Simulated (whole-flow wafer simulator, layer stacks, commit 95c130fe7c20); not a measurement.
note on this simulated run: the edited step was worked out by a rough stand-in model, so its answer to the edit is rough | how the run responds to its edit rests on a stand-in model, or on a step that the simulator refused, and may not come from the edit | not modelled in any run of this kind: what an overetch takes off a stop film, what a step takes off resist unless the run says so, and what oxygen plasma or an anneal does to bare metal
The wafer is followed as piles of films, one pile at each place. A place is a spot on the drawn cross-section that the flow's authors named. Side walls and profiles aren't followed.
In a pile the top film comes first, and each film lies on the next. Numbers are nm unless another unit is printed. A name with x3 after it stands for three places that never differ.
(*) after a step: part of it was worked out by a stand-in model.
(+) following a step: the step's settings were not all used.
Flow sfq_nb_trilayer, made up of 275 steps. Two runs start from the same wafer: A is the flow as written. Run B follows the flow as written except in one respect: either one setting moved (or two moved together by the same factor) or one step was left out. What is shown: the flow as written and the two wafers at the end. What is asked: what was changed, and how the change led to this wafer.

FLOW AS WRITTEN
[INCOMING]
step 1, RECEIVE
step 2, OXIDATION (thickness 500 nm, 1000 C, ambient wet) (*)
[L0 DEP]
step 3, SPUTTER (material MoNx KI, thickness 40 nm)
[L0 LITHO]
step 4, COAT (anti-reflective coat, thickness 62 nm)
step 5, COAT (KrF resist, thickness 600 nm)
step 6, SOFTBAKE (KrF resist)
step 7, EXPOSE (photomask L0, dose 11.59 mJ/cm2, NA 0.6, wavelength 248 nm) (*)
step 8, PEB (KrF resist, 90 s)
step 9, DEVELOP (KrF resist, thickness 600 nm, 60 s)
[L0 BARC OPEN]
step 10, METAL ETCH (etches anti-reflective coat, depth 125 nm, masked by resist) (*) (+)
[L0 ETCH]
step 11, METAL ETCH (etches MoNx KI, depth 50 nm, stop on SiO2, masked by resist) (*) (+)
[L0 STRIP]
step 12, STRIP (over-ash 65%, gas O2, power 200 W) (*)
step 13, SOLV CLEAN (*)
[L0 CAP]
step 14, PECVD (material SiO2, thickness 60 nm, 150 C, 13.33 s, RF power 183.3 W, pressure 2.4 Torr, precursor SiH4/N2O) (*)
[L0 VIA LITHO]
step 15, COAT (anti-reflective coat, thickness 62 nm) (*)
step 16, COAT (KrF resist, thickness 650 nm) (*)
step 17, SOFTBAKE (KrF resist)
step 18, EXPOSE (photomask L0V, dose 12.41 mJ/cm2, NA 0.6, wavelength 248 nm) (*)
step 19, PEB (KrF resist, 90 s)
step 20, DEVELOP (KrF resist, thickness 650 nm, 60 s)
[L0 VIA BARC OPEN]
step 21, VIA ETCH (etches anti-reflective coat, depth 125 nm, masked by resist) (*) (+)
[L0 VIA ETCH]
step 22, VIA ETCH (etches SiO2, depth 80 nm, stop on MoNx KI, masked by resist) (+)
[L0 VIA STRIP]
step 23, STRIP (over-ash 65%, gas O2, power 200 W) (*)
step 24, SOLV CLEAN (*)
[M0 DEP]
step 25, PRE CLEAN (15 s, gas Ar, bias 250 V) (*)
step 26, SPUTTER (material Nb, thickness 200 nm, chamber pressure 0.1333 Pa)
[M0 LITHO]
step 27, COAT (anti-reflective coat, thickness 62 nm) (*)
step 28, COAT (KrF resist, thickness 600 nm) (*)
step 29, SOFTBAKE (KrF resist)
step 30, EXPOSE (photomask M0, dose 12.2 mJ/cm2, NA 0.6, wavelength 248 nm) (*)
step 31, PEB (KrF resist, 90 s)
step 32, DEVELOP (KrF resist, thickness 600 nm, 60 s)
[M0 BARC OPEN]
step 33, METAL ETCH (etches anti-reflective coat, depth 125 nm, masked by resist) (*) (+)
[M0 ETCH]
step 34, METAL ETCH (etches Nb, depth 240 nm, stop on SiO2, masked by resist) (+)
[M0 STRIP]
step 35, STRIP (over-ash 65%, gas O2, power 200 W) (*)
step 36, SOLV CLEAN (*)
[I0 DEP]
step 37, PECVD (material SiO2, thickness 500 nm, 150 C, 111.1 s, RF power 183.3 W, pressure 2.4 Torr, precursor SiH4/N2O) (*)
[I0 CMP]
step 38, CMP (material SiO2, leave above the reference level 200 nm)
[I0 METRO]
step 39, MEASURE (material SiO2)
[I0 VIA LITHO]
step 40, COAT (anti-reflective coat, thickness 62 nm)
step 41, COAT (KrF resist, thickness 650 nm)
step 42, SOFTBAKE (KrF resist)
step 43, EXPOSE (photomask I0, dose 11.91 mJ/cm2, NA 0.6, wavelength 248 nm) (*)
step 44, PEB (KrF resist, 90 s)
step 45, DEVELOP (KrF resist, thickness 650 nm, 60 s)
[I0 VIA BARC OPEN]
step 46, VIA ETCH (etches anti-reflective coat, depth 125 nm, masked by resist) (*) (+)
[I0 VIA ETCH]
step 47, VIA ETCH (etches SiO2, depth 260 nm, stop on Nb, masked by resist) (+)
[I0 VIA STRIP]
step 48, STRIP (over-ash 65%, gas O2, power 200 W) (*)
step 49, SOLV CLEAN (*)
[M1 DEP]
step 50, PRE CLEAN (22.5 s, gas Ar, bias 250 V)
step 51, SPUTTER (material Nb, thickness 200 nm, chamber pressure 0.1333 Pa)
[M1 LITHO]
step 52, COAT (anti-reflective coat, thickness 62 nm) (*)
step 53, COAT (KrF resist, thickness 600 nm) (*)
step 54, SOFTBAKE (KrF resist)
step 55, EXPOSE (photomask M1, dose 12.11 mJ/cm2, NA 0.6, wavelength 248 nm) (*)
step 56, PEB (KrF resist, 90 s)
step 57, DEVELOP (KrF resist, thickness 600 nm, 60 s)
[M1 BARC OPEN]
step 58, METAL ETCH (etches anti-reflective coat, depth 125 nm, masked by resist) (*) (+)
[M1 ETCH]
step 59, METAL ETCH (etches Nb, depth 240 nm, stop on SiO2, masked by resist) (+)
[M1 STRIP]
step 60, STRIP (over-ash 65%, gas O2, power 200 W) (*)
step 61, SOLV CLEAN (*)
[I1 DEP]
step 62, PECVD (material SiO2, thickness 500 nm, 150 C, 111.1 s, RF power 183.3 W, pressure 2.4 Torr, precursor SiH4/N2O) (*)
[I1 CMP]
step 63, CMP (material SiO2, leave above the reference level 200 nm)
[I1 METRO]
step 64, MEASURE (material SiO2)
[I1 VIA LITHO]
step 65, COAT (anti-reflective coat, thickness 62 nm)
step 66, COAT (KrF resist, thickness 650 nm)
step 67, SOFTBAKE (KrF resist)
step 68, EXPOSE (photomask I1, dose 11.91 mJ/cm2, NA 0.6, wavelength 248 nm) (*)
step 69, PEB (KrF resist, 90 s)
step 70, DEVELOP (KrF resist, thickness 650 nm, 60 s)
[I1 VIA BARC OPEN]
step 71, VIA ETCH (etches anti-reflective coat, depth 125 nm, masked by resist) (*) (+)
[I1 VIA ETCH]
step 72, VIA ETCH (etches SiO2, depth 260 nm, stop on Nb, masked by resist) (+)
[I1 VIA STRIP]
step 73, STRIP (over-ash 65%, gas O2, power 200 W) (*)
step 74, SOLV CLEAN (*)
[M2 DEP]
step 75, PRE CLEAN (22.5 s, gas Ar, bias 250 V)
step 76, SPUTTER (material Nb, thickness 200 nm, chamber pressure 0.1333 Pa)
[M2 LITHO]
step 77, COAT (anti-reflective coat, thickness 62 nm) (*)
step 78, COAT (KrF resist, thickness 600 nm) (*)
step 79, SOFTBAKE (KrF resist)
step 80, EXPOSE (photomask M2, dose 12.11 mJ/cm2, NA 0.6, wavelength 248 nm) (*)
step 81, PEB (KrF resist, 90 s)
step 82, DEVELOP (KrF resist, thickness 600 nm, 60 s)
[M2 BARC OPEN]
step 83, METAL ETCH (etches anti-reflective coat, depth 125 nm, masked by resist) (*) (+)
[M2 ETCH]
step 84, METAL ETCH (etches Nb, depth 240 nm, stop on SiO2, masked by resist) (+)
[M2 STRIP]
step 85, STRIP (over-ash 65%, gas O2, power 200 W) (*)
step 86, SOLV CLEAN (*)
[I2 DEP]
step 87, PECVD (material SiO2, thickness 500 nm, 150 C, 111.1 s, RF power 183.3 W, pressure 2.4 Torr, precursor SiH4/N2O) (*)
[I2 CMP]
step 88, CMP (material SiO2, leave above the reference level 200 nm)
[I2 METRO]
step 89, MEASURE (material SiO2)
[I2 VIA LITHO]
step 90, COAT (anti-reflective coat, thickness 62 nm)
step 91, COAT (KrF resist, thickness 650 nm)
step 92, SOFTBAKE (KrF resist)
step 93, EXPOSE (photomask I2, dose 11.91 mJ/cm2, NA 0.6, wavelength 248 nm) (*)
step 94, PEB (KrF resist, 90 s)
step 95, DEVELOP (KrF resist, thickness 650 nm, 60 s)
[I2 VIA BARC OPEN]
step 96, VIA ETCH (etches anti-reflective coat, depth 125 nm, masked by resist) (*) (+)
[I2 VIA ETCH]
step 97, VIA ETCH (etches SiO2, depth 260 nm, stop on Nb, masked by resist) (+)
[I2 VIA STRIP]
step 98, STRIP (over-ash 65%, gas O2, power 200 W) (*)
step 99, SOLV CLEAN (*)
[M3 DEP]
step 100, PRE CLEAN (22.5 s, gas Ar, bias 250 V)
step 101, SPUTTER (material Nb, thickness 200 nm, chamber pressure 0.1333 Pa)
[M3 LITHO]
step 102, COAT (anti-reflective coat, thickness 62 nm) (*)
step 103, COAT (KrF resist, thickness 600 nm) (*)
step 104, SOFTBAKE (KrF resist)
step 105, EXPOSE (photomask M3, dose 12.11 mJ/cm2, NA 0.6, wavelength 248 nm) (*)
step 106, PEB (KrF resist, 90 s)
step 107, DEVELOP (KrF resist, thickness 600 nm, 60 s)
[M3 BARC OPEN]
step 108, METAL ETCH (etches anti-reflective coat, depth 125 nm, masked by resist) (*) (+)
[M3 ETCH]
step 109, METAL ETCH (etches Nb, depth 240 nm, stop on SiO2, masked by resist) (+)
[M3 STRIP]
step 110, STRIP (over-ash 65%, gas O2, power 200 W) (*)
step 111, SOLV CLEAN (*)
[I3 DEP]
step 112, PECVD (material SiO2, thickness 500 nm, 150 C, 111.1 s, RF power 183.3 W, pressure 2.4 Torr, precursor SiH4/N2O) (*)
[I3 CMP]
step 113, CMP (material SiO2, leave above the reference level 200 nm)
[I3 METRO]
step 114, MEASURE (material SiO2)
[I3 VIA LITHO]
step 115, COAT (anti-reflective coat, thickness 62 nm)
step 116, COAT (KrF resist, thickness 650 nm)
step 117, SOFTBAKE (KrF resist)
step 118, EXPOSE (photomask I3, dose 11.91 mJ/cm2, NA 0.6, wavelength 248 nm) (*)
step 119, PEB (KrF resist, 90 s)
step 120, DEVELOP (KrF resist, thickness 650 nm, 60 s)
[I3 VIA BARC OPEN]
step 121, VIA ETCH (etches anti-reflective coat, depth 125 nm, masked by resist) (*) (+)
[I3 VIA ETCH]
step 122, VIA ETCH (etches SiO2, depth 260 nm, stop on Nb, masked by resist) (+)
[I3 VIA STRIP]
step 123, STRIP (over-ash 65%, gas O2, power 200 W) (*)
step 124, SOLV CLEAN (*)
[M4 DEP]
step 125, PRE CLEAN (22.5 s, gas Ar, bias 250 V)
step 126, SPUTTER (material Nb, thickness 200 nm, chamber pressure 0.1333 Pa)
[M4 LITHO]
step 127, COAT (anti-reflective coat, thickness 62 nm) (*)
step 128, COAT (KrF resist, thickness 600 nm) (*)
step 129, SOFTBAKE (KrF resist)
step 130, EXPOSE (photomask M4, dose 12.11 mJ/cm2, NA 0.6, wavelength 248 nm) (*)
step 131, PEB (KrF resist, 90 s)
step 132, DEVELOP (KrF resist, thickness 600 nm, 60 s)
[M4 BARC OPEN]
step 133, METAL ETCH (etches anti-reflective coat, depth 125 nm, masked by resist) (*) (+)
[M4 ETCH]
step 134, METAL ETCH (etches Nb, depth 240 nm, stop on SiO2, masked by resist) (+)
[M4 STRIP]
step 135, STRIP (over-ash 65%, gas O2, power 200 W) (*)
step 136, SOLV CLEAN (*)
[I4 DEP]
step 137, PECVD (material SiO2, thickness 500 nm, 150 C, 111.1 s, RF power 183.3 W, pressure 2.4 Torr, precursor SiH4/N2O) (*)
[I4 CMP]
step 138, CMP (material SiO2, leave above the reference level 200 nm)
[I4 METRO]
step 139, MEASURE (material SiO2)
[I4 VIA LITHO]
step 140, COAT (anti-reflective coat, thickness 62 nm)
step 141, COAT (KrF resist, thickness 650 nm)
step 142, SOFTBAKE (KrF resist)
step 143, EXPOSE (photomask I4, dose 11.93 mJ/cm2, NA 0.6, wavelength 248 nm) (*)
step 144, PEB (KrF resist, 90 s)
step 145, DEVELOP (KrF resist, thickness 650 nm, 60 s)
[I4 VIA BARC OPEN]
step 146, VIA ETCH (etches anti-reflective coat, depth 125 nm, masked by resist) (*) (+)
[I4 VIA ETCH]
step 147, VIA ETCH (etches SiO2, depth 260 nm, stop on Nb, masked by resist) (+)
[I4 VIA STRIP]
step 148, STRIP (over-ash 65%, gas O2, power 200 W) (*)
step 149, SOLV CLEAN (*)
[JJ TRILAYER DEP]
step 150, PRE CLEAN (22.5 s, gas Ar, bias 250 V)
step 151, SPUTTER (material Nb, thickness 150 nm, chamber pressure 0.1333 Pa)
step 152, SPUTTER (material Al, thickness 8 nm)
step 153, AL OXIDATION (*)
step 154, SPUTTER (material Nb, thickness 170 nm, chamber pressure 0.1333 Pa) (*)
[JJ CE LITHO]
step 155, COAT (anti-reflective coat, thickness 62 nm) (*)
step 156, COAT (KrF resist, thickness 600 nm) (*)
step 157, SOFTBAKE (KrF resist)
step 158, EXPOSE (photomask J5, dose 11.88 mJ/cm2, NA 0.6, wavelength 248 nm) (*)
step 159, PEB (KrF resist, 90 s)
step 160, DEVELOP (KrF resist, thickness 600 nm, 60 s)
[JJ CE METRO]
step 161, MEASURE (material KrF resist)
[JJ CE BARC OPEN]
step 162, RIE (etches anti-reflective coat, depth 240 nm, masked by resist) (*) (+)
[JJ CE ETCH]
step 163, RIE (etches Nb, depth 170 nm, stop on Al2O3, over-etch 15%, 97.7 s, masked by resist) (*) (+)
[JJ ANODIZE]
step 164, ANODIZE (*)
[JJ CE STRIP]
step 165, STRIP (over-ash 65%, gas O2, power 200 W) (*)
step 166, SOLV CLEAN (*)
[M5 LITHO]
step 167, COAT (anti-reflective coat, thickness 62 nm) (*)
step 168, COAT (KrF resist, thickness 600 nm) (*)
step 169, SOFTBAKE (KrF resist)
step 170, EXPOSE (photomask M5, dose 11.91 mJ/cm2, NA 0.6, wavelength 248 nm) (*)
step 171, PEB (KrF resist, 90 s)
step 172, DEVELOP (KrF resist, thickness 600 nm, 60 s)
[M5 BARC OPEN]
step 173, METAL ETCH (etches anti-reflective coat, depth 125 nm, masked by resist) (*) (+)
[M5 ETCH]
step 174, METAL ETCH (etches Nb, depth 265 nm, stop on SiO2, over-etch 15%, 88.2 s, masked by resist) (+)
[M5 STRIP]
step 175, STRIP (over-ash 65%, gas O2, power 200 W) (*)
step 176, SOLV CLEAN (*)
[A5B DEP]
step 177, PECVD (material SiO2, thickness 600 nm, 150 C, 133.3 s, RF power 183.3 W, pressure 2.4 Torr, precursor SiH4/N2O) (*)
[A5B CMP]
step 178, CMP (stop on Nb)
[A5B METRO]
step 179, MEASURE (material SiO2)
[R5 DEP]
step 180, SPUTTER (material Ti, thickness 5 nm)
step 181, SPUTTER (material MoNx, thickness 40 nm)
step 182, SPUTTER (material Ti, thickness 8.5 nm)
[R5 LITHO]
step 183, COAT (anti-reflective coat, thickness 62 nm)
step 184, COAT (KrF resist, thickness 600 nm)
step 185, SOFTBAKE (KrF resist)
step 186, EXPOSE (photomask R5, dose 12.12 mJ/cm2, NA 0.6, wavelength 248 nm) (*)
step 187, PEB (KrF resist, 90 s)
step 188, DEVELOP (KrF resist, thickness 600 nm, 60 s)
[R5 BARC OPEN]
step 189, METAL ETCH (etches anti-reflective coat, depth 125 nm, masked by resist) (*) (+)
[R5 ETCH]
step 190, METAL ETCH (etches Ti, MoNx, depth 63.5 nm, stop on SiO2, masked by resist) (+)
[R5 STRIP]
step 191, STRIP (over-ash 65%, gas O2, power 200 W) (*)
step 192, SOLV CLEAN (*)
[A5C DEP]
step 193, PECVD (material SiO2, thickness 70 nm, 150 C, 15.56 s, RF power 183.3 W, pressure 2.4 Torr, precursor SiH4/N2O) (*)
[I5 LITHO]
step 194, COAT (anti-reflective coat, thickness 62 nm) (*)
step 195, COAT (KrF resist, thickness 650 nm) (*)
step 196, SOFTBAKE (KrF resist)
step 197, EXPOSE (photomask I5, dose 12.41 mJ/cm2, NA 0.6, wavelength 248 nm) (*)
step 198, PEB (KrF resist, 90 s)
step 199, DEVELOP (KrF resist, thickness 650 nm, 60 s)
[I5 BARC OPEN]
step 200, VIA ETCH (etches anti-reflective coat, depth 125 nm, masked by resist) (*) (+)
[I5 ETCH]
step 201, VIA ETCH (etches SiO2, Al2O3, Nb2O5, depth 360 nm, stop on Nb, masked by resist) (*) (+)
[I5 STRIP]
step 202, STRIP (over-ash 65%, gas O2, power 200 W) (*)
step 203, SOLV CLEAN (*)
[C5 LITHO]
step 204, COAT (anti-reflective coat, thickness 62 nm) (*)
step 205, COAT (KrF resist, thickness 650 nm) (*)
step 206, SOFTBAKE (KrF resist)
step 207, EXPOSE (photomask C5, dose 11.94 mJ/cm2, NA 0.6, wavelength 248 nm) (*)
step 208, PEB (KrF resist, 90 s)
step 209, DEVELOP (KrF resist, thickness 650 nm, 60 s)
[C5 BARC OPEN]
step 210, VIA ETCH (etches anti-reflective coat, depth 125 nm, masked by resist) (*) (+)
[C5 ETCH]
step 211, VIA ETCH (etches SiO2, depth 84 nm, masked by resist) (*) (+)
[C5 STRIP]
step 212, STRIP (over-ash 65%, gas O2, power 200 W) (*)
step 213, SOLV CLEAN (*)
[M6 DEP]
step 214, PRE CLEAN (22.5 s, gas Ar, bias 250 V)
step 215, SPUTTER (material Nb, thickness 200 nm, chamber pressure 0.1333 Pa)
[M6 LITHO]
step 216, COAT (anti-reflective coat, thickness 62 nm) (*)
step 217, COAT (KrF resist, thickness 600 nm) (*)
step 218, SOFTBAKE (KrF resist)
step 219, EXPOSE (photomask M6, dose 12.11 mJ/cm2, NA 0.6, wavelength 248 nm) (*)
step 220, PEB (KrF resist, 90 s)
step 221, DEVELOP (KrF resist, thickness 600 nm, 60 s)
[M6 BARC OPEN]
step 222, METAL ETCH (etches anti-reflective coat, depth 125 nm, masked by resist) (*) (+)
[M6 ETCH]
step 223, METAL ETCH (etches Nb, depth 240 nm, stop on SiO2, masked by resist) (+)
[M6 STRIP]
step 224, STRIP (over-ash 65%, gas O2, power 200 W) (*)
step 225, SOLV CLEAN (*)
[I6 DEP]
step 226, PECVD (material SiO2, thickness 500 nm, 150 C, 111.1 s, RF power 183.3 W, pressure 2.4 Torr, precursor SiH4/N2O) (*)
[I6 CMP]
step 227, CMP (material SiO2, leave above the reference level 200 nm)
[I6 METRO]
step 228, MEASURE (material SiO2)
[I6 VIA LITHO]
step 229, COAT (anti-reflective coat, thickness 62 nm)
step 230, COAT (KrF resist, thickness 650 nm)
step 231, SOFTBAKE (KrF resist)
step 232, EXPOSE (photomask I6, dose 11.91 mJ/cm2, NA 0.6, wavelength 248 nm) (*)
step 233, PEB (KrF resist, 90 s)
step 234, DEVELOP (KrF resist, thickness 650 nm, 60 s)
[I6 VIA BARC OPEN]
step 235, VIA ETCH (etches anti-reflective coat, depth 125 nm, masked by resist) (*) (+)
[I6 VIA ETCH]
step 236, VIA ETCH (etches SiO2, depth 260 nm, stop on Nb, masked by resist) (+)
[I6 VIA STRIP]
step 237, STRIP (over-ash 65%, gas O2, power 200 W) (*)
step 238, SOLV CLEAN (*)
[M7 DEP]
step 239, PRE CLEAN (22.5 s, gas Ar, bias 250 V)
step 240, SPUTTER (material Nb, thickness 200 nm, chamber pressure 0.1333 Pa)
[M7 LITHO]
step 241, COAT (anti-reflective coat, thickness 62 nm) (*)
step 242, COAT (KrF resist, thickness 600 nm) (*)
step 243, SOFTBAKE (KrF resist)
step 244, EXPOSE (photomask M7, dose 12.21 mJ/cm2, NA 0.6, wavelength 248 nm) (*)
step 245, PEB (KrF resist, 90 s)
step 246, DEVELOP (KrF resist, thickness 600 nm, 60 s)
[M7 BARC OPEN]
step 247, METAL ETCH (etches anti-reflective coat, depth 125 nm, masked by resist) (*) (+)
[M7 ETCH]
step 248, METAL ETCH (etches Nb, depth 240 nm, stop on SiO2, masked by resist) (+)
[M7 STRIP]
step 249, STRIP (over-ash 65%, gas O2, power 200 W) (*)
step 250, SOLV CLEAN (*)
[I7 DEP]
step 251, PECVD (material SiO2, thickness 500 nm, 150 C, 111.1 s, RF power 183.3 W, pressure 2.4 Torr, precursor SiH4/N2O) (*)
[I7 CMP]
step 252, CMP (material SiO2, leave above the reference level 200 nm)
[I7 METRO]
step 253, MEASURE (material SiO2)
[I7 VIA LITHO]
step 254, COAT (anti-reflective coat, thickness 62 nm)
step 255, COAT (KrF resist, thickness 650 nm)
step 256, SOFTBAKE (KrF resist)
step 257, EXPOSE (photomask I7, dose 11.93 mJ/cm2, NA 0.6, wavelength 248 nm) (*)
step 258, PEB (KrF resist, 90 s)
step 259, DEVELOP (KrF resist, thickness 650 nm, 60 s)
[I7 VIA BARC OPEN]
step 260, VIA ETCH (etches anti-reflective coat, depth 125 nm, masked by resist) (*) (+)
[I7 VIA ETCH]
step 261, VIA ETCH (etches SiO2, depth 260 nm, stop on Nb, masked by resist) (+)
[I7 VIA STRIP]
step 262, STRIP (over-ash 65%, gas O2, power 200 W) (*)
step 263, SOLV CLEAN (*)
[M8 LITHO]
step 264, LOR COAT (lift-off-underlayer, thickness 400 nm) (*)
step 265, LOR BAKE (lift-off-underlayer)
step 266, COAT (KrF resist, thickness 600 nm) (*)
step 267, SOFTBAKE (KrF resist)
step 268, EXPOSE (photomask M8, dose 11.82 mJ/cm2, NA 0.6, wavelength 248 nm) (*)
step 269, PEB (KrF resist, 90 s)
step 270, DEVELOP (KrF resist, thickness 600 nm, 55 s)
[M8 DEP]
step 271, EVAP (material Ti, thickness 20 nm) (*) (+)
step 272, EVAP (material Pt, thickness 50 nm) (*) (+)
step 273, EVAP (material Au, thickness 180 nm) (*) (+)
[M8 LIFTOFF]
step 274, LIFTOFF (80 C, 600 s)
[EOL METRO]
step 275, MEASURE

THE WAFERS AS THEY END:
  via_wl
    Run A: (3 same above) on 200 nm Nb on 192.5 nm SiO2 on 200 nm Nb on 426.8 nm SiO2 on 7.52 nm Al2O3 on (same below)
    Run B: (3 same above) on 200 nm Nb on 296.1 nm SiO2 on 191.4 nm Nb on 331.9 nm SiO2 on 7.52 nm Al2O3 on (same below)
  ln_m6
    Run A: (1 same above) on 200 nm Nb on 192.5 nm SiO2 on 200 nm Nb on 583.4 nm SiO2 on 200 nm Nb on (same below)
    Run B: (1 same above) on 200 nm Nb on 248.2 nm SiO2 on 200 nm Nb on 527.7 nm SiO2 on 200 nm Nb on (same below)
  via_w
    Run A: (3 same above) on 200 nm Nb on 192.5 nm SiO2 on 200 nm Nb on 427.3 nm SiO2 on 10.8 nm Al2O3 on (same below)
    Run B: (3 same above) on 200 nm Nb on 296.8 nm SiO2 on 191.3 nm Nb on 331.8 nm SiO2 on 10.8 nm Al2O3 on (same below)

What caused this: step 177, PECVD: thickness 285 nm was run, while the flow as written has thickness 600 nm; step 177, PECVD: 63.33 s was run, where the flow has 133.3 s.

Step by step, how the change led to this:
  step 177, PECVD (material SiO2, thickness 600 nm, 150 C, 133.3 s, RF power 183.3 W, pressure 2.4 Torr, precursor SiH4/N2O) (*)
      v_sur, via_sp, via_v and 47 more: A +600 SiO2 (new film) | B +285 SiO2 (new film)
      field_l, p4_fl, p4_fm and 39 more: A +600 SiO2 | B +285 SiO2
      (also at 14 further places)
  step 178, CMP (stop on Nb)
      field_l, p4_fl, p4_fm and 39 more: A -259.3 SiO2 | B nothing
      r_sur, res, r_end, moat, field_r, lsp_l: A -252.3 SiO2 | B nothing
      (also at 58 further places)
  step 180, SPUTTER (material Ti, thickness 5 nm)
      via_wl, via_wr: A +5 Ti (new film) | B +3.99 Ti (new film)
  step 181, SPUTTER (material MoNx, thickness 40 nm)
      via_wl, via_wr: A +40 MoNx (new film) | B +32.5 MoNx (new film)
      r_sur: A +40 MoNx (new film) | B +37.8 MoNx (new film)
      (also at 1 further place)
  step 182, SPUTTER (material Ti, thickness 8.5 nm)
      via_wl, via_wr: A +8.5 Ti (new film) | B +6.66 Ti (new film)
      r_sur: A +8.5 Ti (new film) | B +7.96 Ti (new film)
  step 183, COAT (anti-reflective coat, thickness 62 nm)
      wl_c_m6, wl_c_sr, wl_d_sl, wl_d_m1: A +62 anti-reflective coat (new film) | B +63.4 anti-reflective coat (new film)
      wire, ce_l, c5j: A +62 anti-reflective coat (new film) | B +58.5 anti-reflective coat (new film)
      (also at 51 further places)
  step 184, COAT (KrF resist, thickness 600 nm)
      ln_m5, wl_e_m5: A +600 KrF resist (new film) | B +570.8 KrF resist (new film)
      m5r_line_l, m5r_line_r: A +600 KrF resist (new film) | B +581.5 KrF resist (new film)
      (also at 24 further places)
  step 188, DEVELOP (KrF resist, thickness 600 nm, 60 s)
      ce_l, m5r_linepad_l, m5r_linepad_r: A -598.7 KrF resist (all of it) | B -585.2 KrF resist (all of it)
      ln_m5, wl_e_m5: A -598.7 KrF resist (all of it) | B -569.6 KrF resist (all of it)
      (also at 21 further places)
  step 189, METAL ETCH (etches anti-reflective coat, depth 125 nm, masked by resist) (*) (+)
      be_r, r_sur, res, r_end, r5r_line_l, r5r_line_c, r5r_line_r: A -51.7 KrF resist | B -65.7 KrF resist
      wl_c_m6, wl_c_sr, wl_d_sl, wl_d_m1: A -62 anti-reflective coat (all of it) | B -63.4 anti-reflective coat (all of it)
      (also at 50 further places)
  step 190, METAL ETCH (etches Ti, MoNx, depth 63.5 nm, stop on SiO2, masked by resist) (+)
      via_wl, via_wr: A -8.5 Ti (all of it), -40 MoNx (all of it), -5 Ti (all of it) | B -6.66 Ti (all of it), -32.5 MoNx (all of it), -3.99 Ti (all of it)
      lsp_l: A -8.5 Ti (all of it), -40 MoNx (all of it), -5 Ti (all of it) | B -8.24 Ti (all of it), -38.9 MoNx (all of it), -4.85 Ti (all of it)
  step 191, STRIP (over-ash 65%, gas O2, power 200 W) (*)
      r5r_line_l, r5r_line_c, r5r_line_r: A -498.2 KrF resist (all of it), -62 anti-reflective coat (all of it) | B -484.1 KrF resist (all of it), -62 anti-reflective coat (all of it)
      be_r: A -498.2 KrF resist (all of it), -62 anti-reflective coat (all of it) | B -465.4 KrF resist (all of it), -54.5 anti-reflective coat (all of it)
      (also at 3 further places)
  step 194, COAT (anti-reflective coat, thickness 62 nm) (*)
      be, be_sur: A +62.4 anti-reflective coat (new film) | B +59.1 anti-reflective coat (new film)
      wl_b_sr, wl_e_sr: A +62 anti-reflective coat (new film) | B +67.2 anti-reflective coat (new film)
      (also at 54 further places)
  step 195, COAT (KrF resist, thickness 650 nm) (*)
      m5r_space_l, m5r_space_r: A +650 KrF resist (new film) | B +663.7 KrF resist (new film)
      m5r_linepad_l, m5r_linepad_r: A +650 KrF resist (new film) | B +636.4 KrF resist (new film)
      (also at 22 further places)
  step 199, DEVELOP (KrF resist, thickness 650 nm, 60 s)
      be: A -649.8 KrF resist (all of it) | B -636.6 KrF resist (all of it)
  step 200, VIA ETCH (etches anti-reflective coat, depth 125 nm, masked by resist) (*) (+)
      field_l, v_sur, via_wl and 102 more: A -52 KrF resist | B -49.2 KrF resist
      be: A -62.4 anti-reflective coat (all of it), -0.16 SiO2 | B -59.1 anti-reflective coat (all of it), -0.15 SiO2
  step 202, STRIP (over-ash 65%, gas O2, power 200 W) (*)
      wl_b_sr, wl_e_sr: A -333 KrF resist (all of it), -62 anti-reflective coat (all of it) | B -341.5 KrF resist (all of it), -67.2 anti-reflective coat (all of it)
      m5r_linepad_l, m5r_linepad_r: A -333.1 KrF resist (all of it), -62 anti-reflective coat (all of it) | B -322.3 KrF resist (all of it), -48.9 anti-reflective coat (all of it)
      (also at 59 further places)
  ... 12 further steps ...
  step 227, CMP (material SiO2, leave above the reference level 200 nm)
      field_l, p4_fl, p4_fm and 35 more: A -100 SiO2 | B -44.3 SiO2
      ln_m6, wl_a_m6, wl_c_m6, wl_f_m6: A -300 SiO2 | B -244.3 SiO2
      (also at 15 further places)
